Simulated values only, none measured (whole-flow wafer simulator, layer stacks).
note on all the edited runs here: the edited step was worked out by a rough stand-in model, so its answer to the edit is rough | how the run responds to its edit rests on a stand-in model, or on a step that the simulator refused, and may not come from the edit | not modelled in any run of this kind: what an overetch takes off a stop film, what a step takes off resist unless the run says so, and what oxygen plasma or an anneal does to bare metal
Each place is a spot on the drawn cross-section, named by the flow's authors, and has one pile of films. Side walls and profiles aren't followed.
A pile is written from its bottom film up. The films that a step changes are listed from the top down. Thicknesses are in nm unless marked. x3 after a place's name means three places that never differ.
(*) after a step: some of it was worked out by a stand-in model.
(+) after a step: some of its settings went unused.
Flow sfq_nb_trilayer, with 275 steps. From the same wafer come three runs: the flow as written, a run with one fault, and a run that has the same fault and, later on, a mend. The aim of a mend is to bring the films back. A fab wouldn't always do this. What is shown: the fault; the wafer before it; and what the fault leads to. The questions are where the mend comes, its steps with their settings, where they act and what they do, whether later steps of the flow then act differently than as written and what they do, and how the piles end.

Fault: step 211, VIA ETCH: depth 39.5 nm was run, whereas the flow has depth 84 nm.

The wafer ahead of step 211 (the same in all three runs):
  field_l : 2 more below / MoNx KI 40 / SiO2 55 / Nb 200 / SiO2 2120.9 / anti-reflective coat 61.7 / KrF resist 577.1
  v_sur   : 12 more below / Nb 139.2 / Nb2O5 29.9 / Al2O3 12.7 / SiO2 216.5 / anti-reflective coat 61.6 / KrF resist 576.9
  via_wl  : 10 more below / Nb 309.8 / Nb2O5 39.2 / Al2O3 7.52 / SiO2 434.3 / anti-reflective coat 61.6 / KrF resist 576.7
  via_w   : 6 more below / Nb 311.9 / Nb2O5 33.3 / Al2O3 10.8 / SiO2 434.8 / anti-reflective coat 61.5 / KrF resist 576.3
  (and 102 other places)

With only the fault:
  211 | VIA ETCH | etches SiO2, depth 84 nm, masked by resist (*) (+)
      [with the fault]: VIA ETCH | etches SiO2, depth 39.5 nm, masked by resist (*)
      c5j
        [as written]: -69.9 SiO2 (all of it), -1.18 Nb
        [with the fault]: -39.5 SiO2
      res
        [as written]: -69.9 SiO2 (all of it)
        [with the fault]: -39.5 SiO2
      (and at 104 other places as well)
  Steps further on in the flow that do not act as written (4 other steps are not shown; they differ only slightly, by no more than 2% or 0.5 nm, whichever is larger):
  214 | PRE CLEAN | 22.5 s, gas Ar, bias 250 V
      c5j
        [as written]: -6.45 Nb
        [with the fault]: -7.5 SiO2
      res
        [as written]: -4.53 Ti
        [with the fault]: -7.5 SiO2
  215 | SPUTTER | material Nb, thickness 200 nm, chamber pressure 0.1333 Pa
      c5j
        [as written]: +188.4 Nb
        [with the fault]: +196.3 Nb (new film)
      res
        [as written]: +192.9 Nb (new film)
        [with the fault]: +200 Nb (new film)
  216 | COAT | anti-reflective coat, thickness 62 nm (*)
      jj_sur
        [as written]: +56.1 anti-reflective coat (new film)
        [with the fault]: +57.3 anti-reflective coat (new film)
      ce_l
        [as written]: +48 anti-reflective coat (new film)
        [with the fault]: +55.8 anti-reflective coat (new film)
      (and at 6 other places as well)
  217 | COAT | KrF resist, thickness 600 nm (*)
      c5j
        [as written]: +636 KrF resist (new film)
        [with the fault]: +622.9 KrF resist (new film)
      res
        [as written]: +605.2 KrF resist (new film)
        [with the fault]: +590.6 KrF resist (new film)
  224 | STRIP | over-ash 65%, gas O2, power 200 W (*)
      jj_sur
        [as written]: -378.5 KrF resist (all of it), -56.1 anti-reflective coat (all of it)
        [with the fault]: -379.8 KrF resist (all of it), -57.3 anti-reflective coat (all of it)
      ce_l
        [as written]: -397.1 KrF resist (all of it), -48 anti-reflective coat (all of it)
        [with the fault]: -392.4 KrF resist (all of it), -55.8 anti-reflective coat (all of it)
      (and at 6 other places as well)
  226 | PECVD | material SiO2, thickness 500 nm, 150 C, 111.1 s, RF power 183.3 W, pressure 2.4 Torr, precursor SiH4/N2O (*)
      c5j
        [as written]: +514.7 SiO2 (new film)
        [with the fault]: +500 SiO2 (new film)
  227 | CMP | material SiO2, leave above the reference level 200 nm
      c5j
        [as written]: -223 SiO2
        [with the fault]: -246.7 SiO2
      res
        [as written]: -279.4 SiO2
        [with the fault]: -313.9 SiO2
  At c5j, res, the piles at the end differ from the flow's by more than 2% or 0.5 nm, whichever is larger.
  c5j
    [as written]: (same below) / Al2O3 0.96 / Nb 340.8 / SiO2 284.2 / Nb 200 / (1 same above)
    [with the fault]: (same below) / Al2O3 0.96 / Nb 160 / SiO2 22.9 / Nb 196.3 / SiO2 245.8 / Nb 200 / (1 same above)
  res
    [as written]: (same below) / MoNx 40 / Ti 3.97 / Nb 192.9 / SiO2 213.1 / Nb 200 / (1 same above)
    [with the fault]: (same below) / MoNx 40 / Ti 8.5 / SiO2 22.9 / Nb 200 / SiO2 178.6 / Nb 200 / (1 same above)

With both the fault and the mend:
  The mend stands after step 212.
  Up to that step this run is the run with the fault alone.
  212a | COAT | anti-reflective coat, thickness 62 nm (*) (the flow's step 204, run once more)
      field_r, ln_m5, lsp_m and 64 more
        +62 anti-reflective coat (new film)
      ln_m6, lsp_r, l0_sur, l0v, wl_a_sl, wl_a_m6, wl_a_sr, wl_g_sr
        +61.9 anti-reflective coat (new film)
      field_l, v_sur
        +61.6 anti-reflective coat (new film)
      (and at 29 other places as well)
  212b | COAT | KrF resist, thickness 650 nm (*) (the flow's step 205, run once more)
      l0v, p4_fl x3, p4_w1 x9 and 35 more
        +650 KrF resist (new film)
      wl_b_m5, wl_b_sr, wl_c_sl and 12 more
        +649.9 KrF resist (new film)
      lsp_r, wl_j_sl, wl_j_sr
        +650.2 KrF resist (new film)
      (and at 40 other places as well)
  212c | SOFTBAKE | KrF resist (the flow's step 206, run once more)
      alters no film at any place that is followed
  212d | EXPOSE | photomask C5, dose 11.94 mJ/cm2, NA 0.6, wavelength 248 nm (*) (the flow's step 207, run once more)
      alters no film at any place that is followed
  212e | PEB | KrF resist, 90 s (the flow's step 208, run once more)
      field_l, sp_r, moat and 79 more
        -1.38 KrF resist
      v_sur, via_wl, via_w, via_wr, via_sp, be_sur, jj_sur
        -1.37 KrF resist
      via_v, wire, res
        -1.36 KrF resist
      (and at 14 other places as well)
  212f | DEVELOP | KrF resist, thickness 650 nm, 60 s (the flow's step 209, run once more)
      field_l, v_sur, via_wl and 101 more
        -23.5 KrF resist
      c5j
        -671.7 KrF resist (all of it)
      res
        -639.1 KrF resist (all of it)
  212g | VIA ETCH | etches anti-reflective coat, depth 125 nm, masked by resist (*) (+) (the flow's step 210, run once more)
      field_l, v_sur, via_wl and 101 more
        -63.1 KrF resist
      c5j
        -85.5 anti-reflective coat (all of it), -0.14 SiO2
      res
        -75.7 anti-reflective coat (all of it), -0.19 SiO2
  212h | VIA ETCH | etches SiO2, depth 44.5 nm, masked by resist (*) (+) (the flow's step 211, run once more with other settings)
      field_l, v_sur, via_wl and 101 more
        -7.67 KrF resist
      c5j
        -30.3 SiO2 (all of it), -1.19 Nb
      res
        -30.2 SiO2 (all of it)
  212i | STRIP | over-ash 65%, gas O2, power 200 W (*) (the flow's step 212, run once more)
      p4_fl x3, p4_w1 x9, p4_g1 x2 and 33 more
        -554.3 KrF resist (all of it), -62 anti-reflective coat (all of it)
      wl_b_sl, wl_b_m5, wl_b_sr and 13 more
        -554.2 KrF resist (all of it), -62 anti-reflective coat (all of it)
      l0_sur, l0v
        -554.4 KrF resist (all of it), -61.9 anti-reflective coat (all of it)
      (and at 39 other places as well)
  Every later step of the flow that is run acts as written, at every place that is followed, to within 2% or 0.5 nm, whichever is larger.
  By the end, the piles equal the flow's at every place that both follow.
